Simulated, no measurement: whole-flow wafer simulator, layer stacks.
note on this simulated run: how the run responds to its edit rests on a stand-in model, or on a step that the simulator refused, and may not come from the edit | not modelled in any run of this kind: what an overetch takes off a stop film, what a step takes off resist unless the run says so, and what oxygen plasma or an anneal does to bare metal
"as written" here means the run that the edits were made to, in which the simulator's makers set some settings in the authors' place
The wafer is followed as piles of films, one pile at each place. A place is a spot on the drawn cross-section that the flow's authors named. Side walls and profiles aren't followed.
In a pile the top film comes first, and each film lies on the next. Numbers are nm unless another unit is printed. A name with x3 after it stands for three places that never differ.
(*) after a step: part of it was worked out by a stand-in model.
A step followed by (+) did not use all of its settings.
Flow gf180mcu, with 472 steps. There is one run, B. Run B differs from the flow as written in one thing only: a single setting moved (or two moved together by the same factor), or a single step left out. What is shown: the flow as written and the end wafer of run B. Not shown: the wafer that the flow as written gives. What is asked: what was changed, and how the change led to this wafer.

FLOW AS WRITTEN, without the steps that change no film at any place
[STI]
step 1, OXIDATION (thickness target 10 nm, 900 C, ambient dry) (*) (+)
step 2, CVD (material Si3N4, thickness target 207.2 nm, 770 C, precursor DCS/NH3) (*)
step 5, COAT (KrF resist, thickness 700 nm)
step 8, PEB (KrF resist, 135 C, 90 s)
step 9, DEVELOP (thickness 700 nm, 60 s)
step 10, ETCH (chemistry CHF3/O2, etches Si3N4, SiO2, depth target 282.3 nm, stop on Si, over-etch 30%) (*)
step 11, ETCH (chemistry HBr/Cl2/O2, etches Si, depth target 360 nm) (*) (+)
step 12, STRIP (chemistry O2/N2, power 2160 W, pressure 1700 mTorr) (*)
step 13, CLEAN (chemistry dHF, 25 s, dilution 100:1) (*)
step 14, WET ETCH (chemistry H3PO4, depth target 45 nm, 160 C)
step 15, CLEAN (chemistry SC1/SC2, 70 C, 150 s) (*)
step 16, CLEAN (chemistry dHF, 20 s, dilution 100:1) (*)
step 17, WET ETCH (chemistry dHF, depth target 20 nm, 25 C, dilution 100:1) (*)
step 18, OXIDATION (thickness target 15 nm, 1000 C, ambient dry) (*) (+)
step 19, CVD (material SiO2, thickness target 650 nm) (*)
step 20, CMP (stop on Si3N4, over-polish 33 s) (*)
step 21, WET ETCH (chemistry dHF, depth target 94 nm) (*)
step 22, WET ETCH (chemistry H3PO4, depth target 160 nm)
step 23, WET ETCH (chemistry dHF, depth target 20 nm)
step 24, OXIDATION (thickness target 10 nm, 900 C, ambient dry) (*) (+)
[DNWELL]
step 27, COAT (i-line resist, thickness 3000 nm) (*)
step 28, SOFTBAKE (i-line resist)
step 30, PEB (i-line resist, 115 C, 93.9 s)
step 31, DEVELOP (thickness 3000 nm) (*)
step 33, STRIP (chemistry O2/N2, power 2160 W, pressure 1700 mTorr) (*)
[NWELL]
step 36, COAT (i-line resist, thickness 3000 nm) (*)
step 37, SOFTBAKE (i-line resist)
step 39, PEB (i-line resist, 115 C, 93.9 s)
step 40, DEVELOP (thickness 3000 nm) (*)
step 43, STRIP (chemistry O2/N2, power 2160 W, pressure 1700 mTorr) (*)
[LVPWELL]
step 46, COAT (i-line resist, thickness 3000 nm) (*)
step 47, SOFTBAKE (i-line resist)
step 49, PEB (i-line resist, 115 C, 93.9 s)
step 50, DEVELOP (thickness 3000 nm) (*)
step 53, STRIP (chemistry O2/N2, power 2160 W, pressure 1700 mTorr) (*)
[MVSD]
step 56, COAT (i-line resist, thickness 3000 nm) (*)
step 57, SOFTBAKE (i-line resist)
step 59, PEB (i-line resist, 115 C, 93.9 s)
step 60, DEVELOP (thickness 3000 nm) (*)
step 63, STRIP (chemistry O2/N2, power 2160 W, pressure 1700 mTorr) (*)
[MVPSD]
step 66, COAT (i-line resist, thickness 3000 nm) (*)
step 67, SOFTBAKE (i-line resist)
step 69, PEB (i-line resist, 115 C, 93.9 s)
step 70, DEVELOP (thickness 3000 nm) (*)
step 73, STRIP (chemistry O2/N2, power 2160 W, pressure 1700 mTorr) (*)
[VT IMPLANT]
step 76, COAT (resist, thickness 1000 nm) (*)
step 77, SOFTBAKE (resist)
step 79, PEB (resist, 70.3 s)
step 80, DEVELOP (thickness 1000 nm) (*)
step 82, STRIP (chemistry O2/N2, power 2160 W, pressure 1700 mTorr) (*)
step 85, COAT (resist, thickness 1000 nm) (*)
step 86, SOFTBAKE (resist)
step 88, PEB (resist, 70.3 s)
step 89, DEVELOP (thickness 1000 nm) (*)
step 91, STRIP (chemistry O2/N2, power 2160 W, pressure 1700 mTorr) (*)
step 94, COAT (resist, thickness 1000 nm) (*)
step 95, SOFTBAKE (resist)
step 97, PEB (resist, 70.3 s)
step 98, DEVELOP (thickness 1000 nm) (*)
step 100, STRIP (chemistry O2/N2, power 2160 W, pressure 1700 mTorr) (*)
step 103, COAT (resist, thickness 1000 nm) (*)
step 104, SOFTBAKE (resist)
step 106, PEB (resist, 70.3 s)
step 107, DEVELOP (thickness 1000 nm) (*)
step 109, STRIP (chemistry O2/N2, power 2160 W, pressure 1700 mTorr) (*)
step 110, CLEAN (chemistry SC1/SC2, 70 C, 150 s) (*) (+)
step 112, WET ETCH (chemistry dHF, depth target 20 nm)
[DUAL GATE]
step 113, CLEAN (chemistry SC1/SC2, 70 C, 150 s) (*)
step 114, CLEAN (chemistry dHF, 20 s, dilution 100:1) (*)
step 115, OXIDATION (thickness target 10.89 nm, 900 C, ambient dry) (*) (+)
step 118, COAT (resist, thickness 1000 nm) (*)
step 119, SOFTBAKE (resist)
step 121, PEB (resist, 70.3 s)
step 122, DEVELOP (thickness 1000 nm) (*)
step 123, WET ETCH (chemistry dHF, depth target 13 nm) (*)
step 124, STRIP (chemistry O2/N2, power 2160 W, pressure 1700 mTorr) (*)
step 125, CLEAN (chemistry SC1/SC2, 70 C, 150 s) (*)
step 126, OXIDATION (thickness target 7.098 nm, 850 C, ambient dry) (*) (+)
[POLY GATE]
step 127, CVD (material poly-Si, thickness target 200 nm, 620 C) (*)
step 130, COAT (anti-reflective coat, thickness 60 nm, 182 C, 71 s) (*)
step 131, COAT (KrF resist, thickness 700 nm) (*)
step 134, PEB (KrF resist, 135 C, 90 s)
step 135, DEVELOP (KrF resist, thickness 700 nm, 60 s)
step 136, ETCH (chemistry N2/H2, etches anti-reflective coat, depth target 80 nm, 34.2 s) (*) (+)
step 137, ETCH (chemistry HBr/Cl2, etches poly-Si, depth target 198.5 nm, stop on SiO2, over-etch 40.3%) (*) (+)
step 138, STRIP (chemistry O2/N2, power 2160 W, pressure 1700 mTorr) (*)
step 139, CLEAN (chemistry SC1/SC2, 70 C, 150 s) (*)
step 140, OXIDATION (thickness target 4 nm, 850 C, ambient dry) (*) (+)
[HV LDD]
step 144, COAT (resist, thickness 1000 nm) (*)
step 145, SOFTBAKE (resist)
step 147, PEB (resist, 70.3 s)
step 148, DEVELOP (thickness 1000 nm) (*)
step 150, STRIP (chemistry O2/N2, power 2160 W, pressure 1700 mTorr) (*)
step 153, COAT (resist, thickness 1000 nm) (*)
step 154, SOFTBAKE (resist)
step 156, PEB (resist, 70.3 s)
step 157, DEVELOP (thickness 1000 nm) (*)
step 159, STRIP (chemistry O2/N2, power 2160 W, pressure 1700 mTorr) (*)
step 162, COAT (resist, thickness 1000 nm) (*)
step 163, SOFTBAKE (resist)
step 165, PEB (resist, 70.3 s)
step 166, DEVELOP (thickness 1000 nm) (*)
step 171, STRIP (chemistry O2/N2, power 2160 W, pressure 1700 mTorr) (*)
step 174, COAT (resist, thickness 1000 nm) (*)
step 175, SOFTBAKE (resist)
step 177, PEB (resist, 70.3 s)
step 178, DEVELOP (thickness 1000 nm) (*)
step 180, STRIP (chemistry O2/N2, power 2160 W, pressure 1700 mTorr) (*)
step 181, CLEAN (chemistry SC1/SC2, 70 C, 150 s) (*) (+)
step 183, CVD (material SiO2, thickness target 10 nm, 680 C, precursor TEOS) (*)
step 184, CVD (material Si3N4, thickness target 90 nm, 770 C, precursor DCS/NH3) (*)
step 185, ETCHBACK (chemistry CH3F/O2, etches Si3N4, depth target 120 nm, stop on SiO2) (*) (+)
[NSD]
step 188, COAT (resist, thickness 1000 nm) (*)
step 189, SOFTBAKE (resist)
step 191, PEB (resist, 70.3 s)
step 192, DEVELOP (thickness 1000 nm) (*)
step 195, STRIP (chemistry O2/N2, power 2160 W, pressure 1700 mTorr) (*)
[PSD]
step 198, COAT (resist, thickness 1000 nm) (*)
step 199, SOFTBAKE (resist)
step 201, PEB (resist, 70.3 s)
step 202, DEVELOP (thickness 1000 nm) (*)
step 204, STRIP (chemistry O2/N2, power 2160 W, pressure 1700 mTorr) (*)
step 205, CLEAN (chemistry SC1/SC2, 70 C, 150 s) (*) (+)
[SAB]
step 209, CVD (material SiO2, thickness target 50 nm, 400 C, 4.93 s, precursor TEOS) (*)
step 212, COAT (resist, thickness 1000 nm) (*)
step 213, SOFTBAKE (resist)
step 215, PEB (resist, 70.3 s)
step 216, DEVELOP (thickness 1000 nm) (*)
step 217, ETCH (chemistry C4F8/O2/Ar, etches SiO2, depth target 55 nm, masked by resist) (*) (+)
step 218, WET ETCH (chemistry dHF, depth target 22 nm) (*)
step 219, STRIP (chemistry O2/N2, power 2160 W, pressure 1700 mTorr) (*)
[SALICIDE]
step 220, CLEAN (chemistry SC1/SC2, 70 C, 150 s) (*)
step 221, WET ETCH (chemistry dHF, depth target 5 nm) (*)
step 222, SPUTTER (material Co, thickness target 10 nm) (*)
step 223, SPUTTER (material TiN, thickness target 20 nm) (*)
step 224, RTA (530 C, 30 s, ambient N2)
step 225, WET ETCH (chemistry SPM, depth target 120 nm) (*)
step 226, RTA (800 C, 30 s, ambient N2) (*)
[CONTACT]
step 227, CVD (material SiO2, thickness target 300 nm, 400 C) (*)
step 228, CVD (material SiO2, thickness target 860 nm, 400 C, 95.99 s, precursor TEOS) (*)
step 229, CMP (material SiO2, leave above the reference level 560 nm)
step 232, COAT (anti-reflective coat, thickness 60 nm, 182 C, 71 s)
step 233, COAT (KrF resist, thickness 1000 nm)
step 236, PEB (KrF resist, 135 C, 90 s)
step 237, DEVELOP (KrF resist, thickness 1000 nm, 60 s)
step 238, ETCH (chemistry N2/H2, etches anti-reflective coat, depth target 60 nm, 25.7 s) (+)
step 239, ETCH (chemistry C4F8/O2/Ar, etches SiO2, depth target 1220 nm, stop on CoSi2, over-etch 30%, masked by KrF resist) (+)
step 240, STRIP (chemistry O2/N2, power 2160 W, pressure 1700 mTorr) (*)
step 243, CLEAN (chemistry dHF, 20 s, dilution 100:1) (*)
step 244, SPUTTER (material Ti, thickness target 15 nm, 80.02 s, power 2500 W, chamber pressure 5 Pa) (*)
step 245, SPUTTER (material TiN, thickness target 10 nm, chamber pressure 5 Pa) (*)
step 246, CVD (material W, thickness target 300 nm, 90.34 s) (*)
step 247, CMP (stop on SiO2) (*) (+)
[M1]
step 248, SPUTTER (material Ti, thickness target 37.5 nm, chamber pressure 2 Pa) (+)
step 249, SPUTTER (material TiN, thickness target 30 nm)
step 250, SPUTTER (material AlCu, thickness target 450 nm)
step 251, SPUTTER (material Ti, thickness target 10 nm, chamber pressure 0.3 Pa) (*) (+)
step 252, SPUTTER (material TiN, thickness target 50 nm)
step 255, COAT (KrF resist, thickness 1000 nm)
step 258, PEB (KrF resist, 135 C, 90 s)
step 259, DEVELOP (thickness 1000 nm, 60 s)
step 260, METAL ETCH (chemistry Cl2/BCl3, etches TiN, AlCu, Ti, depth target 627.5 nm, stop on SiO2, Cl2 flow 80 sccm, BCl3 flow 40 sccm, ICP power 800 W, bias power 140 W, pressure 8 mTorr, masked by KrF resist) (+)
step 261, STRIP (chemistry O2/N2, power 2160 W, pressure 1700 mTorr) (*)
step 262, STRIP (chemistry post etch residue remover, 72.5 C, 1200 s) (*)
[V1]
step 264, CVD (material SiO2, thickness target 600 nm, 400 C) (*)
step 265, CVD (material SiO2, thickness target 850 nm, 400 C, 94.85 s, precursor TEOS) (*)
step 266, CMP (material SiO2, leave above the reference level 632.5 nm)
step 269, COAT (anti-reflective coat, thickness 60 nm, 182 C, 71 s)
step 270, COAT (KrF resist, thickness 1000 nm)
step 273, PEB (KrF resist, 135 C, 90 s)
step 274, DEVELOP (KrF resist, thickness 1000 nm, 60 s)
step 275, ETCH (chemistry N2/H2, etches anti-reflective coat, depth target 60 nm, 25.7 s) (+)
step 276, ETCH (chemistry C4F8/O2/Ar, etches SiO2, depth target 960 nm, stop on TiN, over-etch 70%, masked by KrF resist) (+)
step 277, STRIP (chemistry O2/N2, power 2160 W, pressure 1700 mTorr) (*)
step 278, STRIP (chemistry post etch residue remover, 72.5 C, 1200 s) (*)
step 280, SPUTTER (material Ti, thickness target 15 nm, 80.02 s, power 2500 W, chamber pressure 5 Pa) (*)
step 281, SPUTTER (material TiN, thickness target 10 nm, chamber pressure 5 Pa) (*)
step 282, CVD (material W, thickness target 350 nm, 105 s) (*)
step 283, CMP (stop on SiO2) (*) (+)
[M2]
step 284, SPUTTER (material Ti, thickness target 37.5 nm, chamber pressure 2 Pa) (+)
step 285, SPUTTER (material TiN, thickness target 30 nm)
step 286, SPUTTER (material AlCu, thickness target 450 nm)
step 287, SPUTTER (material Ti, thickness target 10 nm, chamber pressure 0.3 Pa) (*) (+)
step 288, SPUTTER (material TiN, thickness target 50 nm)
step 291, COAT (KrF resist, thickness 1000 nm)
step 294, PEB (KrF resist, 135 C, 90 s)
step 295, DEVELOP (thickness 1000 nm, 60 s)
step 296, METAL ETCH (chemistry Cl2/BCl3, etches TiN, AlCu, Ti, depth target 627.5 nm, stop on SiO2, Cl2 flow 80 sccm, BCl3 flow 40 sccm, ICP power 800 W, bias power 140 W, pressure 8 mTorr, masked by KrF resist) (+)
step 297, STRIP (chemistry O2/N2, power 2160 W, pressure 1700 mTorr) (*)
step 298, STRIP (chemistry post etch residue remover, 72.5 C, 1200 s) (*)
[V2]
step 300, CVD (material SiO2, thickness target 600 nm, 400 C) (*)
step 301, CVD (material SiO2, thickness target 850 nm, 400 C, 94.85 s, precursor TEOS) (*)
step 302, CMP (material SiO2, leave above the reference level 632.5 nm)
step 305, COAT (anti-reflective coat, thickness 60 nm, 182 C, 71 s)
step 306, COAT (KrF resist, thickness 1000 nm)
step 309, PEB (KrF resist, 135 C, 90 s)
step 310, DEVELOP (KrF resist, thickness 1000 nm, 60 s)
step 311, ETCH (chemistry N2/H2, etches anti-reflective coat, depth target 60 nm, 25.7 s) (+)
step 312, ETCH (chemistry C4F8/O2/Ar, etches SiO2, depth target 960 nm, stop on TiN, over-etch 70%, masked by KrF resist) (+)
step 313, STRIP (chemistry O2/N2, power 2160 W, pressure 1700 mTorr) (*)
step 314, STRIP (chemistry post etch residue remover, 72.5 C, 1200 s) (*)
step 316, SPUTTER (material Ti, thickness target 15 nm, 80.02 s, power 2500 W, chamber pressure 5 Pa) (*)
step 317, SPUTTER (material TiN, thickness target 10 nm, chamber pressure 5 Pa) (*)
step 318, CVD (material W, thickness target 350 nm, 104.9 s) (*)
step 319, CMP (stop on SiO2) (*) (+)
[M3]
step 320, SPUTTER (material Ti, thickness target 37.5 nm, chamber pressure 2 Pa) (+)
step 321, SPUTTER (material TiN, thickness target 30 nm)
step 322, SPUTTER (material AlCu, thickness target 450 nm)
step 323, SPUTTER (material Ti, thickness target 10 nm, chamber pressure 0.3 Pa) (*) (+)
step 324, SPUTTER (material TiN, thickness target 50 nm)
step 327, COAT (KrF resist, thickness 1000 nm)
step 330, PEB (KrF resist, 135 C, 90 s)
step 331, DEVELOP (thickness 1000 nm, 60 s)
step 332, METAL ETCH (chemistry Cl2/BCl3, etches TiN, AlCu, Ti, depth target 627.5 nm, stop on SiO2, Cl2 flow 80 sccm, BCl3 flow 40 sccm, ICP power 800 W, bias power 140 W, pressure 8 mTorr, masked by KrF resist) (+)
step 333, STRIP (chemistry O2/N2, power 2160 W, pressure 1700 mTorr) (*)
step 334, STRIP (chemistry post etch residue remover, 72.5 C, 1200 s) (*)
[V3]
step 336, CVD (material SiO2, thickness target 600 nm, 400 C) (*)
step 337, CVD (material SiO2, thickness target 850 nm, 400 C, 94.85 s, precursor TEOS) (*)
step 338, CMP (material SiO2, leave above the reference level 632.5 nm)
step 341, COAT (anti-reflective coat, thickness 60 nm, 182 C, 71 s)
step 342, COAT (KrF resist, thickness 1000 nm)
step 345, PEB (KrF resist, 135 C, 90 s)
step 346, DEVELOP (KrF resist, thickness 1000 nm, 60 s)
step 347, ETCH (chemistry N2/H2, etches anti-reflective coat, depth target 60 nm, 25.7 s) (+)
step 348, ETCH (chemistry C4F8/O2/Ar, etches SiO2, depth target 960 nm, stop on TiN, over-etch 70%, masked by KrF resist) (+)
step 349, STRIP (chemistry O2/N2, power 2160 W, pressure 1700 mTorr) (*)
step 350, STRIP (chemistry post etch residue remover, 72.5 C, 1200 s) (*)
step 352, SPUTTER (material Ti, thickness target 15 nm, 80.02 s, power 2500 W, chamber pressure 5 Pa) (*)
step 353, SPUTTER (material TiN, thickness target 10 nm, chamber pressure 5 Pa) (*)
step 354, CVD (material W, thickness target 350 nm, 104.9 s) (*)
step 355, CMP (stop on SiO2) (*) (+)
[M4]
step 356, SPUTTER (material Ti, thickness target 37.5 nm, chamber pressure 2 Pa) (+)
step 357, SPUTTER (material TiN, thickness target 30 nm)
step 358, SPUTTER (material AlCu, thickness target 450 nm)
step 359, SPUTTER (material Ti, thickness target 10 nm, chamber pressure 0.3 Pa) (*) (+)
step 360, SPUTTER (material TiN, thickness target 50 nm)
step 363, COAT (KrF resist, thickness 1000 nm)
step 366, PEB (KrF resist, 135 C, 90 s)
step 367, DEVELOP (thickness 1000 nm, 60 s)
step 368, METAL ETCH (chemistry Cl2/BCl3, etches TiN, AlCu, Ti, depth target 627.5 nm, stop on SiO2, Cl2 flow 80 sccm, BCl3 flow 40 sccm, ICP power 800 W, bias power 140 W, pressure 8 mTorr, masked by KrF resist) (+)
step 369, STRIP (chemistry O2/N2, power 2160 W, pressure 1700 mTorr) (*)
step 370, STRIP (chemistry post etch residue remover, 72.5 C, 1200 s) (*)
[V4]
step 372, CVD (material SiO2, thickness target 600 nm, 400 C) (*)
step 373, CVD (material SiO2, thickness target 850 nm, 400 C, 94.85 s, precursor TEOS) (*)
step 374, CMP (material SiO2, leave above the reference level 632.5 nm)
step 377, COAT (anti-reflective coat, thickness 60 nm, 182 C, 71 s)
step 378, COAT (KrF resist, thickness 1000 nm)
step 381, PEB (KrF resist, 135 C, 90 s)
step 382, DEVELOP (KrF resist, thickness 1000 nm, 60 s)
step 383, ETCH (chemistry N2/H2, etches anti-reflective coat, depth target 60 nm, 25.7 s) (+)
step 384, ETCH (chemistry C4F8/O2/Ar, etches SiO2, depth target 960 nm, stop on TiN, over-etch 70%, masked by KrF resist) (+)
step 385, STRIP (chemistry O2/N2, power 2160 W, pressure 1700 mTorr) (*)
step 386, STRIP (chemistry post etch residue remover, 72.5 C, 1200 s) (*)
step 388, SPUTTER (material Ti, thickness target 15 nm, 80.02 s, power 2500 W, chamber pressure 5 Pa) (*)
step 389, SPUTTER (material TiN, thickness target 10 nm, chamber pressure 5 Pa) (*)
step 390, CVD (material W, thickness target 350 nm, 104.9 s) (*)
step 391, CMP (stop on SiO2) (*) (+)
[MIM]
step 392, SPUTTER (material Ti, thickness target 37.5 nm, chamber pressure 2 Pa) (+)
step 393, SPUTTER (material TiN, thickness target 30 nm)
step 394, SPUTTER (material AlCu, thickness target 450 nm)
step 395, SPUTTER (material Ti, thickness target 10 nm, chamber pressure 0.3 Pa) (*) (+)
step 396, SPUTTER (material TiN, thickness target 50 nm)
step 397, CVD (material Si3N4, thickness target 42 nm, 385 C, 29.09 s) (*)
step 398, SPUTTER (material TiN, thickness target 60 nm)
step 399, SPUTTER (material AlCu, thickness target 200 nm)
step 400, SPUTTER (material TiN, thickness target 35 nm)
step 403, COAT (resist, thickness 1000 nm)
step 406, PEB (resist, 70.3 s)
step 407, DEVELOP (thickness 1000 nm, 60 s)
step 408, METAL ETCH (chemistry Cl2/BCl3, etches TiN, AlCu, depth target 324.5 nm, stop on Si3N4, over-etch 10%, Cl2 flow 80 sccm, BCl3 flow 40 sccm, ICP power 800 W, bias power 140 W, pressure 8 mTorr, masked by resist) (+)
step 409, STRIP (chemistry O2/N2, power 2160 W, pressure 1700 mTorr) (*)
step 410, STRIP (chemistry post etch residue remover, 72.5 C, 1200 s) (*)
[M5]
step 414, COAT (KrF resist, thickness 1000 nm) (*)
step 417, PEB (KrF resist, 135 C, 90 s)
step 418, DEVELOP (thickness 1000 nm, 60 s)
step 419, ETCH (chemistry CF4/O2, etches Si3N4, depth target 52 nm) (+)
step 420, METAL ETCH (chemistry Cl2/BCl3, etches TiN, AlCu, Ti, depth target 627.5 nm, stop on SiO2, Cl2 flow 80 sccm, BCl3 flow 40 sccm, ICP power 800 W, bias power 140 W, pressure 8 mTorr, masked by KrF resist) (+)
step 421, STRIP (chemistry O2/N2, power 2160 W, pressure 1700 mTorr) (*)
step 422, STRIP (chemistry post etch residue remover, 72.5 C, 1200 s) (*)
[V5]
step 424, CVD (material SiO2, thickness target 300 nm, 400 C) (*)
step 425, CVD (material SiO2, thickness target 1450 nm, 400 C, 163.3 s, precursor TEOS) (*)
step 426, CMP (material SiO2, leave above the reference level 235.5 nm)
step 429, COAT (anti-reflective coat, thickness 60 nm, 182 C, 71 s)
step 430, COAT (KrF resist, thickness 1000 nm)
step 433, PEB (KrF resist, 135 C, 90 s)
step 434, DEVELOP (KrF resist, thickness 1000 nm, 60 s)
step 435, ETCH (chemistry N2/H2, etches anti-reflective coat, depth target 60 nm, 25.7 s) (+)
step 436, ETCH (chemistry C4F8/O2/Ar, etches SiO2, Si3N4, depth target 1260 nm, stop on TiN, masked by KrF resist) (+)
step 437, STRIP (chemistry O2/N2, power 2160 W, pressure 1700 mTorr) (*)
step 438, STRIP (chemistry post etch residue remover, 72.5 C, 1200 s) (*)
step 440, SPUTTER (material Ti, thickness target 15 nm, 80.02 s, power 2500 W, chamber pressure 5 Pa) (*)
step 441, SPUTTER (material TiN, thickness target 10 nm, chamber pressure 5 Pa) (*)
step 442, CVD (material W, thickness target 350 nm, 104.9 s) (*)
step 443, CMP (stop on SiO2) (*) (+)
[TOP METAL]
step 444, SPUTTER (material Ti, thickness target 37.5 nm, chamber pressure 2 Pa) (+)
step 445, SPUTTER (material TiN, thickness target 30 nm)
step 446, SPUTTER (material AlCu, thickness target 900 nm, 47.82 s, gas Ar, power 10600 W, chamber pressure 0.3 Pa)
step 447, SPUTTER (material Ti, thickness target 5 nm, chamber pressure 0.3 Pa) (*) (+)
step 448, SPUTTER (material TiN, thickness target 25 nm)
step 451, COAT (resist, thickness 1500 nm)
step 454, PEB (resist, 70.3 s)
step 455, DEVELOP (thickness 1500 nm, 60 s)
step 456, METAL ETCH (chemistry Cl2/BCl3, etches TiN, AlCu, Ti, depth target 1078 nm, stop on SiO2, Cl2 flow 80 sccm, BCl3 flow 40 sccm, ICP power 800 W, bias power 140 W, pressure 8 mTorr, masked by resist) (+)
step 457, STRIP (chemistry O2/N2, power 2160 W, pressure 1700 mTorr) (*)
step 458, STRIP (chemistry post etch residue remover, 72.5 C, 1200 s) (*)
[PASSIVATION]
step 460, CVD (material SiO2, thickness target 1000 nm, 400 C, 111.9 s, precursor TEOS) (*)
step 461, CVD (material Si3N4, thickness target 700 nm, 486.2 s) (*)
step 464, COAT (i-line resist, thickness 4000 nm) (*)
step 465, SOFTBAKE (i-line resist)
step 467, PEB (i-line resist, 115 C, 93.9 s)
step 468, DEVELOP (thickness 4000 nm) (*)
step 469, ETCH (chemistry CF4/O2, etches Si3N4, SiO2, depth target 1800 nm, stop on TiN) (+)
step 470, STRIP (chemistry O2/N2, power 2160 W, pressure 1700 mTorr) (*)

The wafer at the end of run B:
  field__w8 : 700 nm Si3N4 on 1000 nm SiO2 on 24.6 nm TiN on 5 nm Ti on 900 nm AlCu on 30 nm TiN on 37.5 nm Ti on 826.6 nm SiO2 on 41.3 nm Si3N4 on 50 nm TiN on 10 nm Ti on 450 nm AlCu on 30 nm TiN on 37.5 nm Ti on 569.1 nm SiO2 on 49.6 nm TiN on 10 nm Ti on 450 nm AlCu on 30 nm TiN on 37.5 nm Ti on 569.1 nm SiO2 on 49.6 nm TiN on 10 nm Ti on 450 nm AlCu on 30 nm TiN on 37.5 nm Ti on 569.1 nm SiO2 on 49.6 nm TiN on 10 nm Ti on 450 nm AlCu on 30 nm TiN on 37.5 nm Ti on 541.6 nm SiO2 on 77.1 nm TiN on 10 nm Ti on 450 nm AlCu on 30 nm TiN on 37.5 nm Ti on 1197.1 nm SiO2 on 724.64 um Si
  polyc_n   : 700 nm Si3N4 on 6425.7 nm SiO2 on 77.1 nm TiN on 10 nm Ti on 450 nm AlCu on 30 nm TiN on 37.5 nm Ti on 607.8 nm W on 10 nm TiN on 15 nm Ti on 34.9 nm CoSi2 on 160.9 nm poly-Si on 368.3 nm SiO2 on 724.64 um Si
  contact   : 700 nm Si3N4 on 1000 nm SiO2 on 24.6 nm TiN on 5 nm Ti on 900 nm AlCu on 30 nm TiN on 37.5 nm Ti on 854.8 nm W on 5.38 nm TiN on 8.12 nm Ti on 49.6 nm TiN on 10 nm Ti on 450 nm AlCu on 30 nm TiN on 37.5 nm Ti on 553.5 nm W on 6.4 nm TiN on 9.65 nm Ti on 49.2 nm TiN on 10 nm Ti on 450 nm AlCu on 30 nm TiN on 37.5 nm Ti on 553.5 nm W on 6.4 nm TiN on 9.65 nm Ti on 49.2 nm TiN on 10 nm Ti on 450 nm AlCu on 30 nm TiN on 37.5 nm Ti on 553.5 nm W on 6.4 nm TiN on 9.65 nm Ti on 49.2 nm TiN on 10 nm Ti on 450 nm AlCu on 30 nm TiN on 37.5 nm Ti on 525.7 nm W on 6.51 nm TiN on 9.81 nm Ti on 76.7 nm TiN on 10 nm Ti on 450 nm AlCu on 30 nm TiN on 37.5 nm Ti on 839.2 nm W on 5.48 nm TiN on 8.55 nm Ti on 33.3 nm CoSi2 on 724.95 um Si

The reason: step 252, SPUTTER: thickness target 77.5 nm was run, while the flow as written has thickness target 50 nm.

The path from the change to this, step by step:
  step 252, SPUTTER (material TiN, thickness target 50 nm)
      field, field__w1, field__w2 and 108 more: +77.5 TiN (new film) (as written it would have been: +50 TiN (new film))
  step 260, METAL ETCH (chemistry Cl2/BCl3, etches TiN, AlCu, Ti, depth target 627.5 nm, stop on SiO2, Cl2 flow 80 sccm, BCl3 flow 40 sccm, ICP power 800 W, bias power 140 W, pressure 8 mTorr, masked by KrF resist) (+)
      field, field__w1, field__w2 and 99 more: -77.5 TiN (all of it), -10 Ti (all of it), -450 AlCu (all of it), -30 TiN (all of it), -37.5 Ti (all of it) (as written it would have been: -50 TiN (all of it), -10 Ti (all of it), -450 AlCu (all of it), -30 TiN (all of it), -37.5 Ti (all of it))
  step 266, CMP (material SiO2, leave above the reference level 632.5 nm)
      field__w8, contact, m1 and 6 more: -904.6 SiO2 (as written it would have been: -877.1 SiO2)
  step 276, ETCH (chemistry C4F8/O2/Ar, etches SiO2, depth target 960 nm, stop on TiN, over-etch 70%, masked by KrF resist) (+)
      field, field__w1, field__w2 and 107 more: -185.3 KrF resist (as written it would have been: -192 KrF resist)
      contact: -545 SiO2 (all of it) (as written it would have been: -572.5 SiO2 (all of it))
  step 282, CVD (material W, thickness target 350 nm, 105 s) (*)
      contact: +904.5 W (new film) (as written it would have been: +932.3 W (new film))
